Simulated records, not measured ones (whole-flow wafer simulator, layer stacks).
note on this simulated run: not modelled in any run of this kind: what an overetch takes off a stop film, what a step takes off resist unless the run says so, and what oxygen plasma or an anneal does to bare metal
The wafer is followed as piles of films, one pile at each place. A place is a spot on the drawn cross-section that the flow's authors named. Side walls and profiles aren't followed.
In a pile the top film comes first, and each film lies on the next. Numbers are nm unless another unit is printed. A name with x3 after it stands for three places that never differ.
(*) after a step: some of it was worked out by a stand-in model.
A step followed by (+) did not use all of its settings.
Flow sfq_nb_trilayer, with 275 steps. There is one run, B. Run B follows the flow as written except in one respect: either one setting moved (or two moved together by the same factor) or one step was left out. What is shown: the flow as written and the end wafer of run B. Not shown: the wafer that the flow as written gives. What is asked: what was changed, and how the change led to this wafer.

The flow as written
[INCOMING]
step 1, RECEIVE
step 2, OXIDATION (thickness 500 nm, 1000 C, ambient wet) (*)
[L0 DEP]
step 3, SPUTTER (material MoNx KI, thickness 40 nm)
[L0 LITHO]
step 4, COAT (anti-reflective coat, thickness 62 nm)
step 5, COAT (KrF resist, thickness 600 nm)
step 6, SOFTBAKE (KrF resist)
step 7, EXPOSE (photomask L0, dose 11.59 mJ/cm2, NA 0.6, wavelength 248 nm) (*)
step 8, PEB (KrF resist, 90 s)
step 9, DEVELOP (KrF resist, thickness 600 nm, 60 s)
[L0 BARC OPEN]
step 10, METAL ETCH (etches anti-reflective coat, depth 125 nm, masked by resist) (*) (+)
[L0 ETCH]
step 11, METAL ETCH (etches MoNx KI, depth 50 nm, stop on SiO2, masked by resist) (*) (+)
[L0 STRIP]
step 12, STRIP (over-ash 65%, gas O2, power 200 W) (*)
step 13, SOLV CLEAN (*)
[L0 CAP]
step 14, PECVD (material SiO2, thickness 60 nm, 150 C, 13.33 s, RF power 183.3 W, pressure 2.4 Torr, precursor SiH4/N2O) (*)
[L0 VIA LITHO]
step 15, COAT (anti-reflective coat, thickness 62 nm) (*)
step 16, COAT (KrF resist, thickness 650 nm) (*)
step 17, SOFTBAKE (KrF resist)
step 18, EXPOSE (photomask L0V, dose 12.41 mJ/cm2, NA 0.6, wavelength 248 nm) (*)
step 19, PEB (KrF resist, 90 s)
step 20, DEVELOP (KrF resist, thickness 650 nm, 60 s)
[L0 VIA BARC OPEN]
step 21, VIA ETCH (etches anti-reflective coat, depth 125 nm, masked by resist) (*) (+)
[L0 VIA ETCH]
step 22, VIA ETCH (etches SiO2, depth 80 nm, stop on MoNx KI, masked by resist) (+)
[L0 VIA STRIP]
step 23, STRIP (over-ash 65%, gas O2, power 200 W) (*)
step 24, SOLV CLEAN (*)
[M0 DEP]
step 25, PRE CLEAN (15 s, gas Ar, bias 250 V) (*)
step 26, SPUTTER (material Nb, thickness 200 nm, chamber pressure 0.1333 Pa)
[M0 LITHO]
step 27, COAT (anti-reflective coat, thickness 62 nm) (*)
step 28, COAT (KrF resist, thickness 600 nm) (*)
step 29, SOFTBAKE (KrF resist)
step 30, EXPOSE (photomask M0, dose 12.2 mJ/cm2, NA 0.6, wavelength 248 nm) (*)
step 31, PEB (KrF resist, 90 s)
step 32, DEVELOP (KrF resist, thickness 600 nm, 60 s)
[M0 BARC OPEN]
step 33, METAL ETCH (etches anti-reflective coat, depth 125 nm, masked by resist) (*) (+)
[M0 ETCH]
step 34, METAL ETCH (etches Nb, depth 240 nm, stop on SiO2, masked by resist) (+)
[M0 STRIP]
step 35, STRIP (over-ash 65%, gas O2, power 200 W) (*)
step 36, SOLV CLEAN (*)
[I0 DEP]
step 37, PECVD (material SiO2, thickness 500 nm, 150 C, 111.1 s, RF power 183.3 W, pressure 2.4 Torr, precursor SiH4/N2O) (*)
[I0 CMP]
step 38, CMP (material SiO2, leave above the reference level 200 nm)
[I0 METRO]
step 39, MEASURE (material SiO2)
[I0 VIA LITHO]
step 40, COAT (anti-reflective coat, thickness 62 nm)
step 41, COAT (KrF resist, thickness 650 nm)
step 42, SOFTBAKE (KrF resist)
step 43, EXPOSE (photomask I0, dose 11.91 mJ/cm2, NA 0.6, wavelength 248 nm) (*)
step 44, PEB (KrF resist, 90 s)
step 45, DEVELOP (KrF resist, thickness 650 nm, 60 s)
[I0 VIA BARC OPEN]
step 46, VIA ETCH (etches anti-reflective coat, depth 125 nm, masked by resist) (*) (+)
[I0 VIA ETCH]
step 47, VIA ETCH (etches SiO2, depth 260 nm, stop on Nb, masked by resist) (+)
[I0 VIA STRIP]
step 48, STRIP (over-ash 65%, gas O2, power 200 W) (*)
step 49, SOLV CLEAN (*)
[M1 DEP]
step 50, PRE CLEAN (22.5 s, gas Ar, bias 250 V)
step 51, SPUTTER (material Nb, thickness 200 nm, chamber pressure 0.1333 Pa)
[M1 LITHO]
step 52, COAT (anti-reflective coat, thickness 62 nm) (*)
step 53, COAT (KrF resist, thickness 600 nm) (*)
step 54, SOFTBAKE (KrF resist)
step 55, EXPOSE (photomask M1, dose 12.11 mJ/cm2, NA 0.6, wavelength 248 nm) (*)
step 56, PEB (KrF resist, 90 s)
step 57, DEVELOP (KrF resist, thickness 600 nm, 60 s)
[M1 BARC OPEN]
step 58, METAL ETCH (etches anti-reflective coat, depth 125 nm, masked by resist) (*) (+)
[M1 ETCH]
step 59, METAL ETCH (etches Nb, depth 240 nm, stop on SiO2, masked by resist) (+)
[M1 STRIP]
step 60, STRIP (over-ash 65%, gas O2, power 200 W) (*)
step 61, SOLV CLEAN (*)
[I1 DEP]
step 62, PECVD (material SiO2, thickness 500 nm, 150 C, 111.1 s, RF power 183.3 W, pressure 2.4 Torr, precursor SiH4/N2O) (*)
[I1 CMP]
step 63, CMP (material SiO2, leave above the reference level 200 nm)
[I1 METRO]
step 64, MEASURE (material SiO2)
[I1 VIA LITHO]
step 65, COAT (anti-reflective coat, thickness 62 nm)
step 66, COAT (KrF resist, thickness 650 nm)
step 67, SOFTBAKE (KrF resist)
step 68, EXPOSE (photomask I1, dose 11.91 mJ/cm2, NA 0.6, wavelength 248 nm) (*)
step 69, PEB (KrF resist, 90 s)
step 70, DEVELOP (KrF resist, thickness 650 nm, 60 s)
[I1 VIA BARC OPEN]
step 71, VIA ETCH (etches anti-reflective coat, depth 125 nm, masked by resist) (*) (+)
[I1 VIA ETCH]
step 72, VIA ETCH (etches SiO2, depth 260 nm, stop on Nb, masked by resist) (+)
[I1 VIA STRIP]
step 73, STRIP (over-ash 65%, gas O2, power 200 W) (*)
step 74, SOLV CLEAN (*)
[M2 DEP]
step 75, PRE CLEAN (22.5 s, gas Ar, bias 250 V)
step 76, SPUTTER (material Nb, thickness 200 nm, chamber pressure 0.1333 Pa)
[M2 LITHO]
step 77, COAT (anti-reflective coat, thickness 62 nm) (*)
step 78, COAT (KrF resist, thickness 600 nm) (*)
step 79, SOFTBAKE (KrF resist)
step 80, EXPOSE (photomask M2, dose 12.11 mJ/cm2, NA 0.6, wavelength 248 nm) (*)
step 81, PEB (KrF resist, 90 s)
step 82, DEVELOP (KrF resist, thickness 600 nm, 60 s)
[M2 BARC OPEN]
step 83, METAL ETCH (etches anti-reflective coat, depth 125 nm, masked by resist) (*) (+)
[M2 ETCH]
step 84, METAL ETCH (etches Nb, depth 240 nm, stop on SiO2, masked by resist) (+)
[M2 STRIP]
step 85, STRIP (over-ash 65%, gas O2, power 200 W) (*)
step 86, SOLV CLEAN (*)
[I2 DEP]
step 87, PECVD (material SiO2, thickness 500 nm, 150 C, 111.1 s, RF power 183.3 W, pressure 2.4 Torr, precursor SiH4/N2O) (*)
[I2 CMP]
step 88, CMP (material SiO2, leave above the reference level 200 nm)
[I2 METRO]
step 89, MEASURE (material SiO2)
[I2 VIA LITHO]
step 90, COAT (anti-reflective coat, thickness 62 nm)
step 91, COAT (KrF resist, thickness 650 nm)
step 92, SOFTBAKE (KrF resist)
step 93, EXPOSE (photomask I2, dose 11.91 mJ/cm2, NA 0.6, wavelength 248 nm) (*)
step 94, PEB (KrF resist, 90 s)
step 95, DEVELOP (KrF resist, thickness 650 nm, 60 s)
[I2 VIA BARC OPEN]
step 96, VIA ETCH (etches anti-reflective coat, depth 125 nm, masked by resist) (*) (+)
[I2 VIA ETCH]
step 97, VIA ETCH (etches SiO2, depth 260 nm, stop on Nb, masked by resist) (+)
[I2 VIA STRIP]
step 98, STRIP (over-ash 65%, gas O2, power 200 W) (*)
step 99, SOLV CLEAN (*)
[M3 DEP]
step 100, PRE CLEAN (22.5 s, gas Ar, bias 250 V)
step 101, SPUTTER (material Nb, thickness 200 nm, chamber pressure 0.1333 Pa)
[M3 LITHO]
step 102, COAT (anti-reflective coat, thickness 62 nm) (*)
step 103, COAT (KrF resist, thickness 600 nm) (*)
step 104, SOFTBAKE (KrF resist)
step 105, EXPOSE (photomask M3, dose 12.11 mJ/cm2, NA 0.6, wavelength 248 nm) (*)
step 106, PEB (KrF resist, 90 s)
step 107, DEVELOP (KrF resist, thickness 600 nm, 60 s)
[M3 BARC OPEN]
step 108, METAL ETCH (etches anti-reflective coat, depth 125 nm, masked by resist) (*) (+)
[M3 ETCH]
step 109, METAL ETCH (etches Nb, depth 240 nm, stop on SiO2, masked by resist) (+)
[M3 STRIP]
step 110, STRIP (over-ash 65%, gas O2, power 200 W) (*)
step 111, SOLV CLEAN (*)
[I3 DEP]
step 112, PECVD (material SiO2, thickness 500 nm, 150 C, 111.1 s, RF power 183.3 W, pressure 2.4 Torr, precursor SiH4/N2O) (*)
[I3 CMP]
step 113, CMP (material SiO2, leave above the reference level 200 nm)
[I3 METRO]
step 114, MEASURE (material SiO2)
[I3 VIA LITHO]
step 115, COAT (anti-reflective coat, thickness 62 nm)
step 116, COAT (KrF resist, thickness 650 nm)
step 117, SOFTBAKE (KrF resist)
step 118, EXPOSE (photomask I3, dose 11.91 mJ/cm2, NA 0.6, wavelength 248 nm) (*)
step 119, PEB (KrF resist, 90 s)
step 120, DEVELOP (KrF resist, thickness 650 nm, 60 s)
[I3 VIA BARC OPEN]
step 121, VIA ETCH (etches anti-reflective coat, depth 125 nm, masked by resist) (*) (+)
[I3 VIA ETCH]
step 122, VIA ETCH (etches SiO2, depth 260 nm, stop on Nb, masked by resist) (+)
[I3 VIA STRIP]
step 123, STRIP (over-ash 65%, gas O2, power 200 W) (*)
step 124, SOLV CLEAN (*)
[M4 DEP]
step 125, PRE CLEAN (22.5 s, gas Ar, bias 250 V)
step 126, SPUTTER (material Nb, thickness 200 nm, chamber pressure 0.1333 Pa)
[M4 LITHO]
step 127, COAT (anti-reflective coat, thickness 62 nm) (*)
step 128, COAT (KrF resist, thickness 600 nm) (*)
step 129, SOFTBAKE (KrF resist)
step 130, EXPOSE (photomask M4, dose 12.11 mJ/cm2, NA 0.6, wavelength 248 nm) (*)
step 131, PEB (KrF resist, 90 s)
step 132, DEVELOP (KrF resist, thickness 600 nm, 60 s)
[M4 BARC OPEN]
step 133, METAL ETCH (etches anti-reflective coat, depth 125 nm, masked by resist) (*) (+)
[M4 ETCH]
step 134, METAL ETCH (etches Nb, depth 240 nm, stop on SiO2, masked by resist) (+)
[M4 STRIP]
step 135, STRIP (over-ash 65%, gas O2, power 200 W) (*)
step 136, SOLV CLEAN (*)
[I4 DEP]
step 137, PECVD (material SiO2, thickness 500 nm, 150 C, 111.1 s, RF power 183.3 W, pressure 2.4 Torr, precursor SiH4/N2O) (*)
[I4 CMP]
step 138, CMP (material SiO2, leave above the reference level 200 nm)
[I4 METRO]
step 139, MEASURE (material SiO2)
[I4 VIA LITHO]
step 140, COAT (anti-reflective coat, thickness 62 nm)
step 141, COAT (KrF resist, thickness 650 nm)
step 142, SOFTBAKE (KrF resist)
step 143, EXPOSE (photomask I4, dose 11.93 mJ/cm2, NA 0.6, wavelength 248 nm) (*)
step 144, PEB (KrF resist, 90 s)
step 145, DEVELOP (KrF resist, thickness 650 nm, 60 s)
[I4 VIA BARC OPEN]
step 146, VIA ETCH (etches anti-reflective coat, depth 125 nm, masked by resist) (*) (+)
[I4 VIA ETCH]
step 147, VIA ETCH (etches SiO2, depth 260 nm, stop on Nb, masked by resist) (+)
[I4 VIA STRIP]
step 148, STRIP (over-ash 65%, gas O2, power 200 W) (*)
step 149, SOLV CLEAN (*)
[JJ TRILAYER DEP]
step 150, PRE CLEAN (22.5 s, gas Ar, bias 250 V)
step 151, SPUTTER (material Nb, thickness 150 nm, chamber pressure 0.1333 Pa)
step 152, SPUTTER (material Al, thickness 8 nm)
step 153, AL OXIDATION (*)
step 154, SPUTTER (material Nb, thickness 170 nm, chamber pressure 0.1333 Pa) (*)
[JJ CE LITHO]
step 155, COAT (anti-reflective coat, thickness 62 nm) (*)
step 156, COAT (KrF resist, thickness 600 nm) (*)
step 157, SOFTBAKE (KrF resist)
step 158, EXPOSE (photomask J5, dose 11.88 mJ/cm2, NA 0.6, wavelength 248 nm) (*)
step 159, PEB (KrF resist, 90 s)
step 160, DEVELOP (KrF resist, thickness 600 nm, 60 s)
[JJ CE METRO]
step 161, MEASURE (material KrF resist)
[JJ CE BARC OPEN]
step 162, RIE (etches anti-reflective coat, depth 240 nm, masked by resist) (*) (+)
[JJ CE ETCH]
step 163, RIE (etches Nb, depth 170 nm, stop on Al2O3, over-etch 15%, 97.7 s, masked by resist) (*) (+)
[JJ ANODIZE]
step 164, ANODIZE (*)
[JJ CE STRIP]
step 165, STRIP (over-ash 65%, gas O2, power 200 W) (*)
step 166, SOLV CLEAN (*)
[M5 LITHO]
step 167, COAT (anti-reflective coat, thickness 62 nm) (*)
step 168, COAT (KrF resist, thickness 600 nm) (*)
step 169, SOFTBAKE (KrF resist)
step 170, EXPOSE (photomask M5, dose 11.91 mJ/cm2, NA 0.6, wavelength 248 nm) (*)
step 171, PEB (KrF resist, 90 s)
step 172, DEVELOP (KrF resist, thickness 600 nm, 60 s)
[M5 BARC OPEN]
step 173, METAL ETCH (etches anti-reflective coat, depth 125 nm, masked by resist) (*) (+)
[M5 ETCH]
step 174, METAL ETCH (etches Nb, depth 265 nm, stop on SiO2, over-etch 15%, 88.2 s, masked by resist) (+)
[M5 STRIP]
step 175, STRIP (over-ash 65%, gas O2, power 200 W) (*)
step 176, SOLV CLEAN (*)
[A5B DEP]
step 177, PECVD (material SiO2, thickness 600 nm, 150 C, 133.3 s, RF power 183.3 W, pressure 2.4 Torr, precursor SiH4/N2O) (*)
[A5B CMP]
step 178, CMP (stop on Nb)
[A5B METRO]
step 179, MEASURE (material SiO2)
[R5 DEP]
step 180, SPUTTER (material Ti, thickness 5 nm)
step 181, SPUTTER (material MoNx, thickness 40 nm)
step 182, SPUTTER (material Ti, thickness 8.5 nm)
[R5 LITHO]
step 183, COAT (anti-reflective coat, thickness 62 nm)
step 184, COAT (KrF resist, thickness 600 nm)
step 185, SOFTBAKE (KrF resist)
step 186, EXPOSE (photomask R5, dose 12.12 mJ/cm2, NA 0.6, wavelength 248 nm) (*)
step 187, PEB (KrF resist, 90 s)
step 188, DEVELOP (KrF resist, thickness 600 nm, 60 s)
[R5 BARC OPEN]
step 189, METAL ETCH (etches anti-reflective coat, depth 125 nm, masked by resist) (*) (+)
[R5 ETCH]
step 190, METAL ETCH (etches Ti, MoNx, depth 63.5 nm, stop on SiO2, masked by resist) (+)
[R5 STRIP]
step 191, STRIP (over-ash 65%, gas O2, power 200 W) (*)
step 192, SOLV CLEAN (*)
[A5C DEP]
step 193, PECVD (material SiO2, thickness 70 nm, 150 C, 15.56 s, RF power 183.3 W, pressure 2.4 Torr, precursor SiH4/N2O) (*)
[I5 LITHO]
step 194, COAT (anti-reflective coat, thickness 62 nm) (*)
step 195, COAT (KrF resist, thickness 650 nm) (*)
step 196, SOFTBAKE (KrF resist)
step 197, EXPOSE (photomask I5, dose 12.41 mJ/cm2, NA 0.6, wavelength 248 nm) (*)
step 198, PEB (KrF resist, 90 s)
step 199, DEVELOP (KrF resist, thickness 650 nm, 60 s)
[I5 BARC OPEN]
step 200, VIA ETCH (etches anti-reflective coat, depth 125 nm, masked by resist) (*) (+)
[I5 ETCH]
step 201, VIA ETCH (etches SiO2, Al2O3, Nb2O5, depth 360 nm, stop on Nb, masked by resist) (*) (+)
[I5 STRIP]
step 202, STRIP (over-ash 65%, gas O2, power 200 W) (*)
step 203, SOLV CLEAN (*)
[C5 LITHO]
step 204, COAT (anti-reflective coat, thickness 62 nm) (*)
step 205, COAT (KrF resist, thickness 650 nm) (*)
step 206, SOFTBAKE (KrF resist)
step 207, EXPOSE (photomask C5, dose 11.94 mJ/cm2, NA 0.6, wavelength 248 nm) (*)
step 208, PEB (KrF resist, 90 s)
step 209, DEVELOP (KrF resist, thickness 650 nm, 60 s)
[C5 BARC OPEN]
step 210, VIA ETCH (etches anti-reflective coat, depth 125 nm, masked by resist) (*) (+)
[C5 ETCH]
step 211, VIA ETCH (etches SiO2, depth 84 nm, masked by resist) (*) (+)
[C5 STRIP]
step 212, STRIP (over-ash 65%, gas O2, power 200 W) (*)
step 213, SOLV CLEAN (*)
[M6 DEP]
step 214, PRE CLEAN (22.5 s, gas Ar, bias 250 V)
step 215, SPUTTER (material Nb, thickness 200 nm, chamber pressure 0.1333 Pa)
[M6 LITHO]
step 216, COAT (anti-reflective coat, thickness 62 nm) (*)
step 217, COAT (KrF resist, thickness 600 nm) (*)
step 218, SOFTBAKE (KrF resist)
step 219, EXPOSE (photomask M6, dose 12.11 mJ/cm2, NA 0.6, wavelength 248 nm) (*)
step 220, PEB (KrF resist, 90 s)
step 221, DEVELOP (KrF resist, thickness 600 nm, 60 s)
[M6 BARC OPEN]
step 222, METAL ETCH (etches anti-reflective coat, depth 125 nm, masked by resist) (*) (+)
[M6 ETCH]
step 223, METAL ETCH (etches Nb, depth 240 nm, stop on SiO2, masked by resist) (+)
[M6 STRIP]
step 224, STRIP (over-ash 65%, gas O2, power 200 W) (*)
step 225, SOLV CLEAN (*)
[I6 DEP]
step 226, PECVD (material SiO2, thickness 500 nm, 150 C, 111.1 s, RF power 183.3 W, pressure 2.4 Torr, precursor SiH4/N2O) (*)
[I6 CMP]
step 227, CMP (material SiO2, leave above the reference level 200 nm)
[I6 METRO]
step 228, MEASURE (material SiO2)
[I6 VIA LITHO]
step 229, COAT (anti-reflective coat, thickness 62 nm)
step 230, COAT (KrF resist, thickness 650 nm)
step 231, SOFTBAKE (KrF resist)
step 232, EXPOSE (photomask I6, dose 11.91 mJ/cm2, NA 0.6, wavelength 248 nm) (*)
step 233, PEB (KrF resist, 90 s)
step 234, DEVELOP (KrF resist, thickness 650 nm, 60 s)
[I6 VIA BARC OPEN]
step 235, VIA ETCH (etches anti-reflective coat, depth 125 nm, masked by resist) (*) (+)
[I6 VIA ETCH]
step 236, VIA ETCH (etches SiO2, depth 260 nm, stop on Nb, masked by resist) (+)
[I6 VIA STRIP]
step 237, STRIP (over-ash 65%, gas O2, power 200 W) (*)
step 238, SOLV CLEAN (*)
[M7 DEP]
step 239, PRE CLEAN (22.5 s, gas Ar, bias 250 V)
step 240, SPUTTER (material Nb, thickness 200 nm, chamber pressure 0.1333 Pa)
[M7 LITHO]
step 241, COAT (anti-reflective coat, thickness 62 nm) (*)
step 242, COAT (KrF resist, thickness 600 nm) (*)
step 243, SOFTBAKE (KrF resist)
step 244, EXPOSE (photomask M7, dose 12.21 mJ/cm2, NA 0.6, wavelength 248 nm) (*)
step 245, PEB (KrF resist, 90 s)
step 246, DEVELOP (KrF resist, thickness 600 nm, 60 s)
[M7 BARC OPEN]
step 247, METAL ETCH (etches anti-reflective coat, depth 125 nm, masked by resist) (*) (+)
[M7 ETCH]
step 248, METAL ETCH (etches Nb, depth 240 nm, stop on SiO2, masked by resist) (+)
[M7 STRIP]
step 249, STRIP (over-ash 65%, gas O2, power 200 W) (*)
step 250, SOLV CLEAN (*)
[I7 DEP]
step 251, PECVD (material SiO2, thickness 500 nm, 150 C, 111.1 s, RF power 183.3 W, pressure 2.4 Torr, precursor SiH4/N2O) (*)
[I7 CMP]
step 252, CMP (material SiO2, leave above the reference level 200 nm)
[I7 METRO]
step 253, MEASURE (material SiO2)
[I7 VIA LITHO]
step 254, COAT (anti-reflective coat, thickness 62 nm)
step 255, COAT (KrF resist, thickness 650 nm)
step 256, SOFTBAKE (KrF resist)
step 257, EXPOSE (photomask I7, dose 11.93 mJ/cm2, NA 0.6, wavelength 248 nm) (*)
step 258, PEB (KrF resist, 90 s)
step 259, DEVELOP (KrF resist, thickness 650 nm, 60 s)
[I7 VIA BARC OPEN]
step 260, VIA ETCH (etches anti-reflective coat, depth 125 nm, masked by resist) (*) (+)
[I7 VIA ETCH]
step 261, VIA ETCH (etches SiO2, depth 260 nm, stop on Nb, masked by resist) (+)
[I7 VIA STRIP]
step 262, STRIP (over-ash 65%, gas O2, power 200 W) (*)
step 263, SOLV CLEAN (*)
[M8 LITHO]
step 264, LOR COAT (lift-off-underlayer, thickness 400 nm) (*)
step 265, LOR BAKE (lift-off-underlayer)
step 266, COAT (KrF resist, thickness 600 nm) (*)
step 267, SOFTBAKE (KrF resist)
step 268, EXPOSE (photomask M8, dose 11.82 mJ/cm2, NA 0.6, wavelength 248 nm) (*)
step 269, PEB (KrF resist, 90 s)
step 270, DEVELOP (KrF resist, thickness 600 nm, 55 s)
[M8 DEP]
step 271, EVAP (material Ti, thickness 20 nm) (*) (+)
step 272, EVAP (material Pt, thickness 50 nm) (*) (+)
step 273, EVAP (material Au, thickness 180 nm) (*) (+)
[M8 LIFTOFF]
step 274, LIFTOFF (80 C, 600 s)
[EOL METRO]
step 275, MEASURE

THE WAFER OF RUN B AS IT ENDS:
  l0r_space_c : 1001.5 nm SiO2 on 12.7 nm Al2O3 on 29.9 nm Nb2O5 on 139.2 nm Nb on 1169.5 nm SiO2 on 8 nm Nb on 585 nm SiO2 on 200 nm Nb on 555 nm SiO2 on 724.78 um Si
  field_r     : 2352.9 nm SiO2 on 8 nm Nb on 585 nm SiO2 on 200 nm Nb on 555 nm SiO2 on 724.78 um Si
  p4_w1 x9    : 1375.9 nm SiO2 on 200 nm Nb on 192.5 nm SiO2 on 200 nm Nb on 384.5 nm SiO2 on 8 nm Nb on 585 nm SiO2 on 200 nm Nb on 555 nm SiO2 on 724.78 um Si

What caused this: step 84, METAL ETCH: depth 192 nm was run, while the flow as written has depth 240 nm.

Step by step, how the change led to this:
  step 84, METAL ETCH (etches Nb, depth 240 nm, stop on SiO2, masked by resist) (+)
      field_l, be, be_sur and 81 more: -192 Nb (it would be, as written: -200 Nb (all of it))
      v_sur, via_wl, via_w and 19 more: -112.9 KrF resist (it would be, as written: -141.2 KrF resist)
  step 85, STRIP (over-ash 65%, gas O2, power 200 W) (*)
      wl_j_sl, wl_jj, wl_j_sr and 12 more: -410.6 KrF resist (all of it), -62 anti-reflective coat (all of it) (it would be, as written: -382.4 KrF resist (all of it), -62 anti-reflective coat (all of it))
      v_sur: -408.3 KrF resist (all of it), -61.4 anti-reflective coat (all of it) (it would be, as written: -380 KrF resist (all of it), -61.4 anti-reflective coat (all of it))
      (as well as at 6 more places)
  step 87, PECVD (material SiO2, thickness 500 nm, 150 C, 111.1 s, RF power 183.3 W, pressure 2.4 Torr, precursor SiH4/N2O) (*)
      field_l, be, be_sur and 81 more: +500 SiO2 (new film) (it would be, as written: +500 SiO2)
  step 88, CMP (material SiO2, leave above the reference level 200 nm)
      field_l, be, be_sur and 81 more: -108 SiO2 (it would be, as written: -100 SiO2)
With metal films that touch counted as one body, l0r_space_c has 3 bodies (between them, from the top down: SiO2 1169.5; SiO2 585); the flow as written gives 2 bodies (between them, from the top down: SiO2 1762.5).
With metal films that touch counted as one body, field_r has 2 bodies (between them, from the top down: SiO2 585); the flow as written gives 1 body.
With metal films that touch counted as one body, p4_w1 x9 has 4 bodies (between them, from the top down: SiO2 192.5; SiO2 384.5; SiO2 585); the flow as written gives 3 bodies (between them, from the top down: SiO2 192.5; SiO2 977.5).
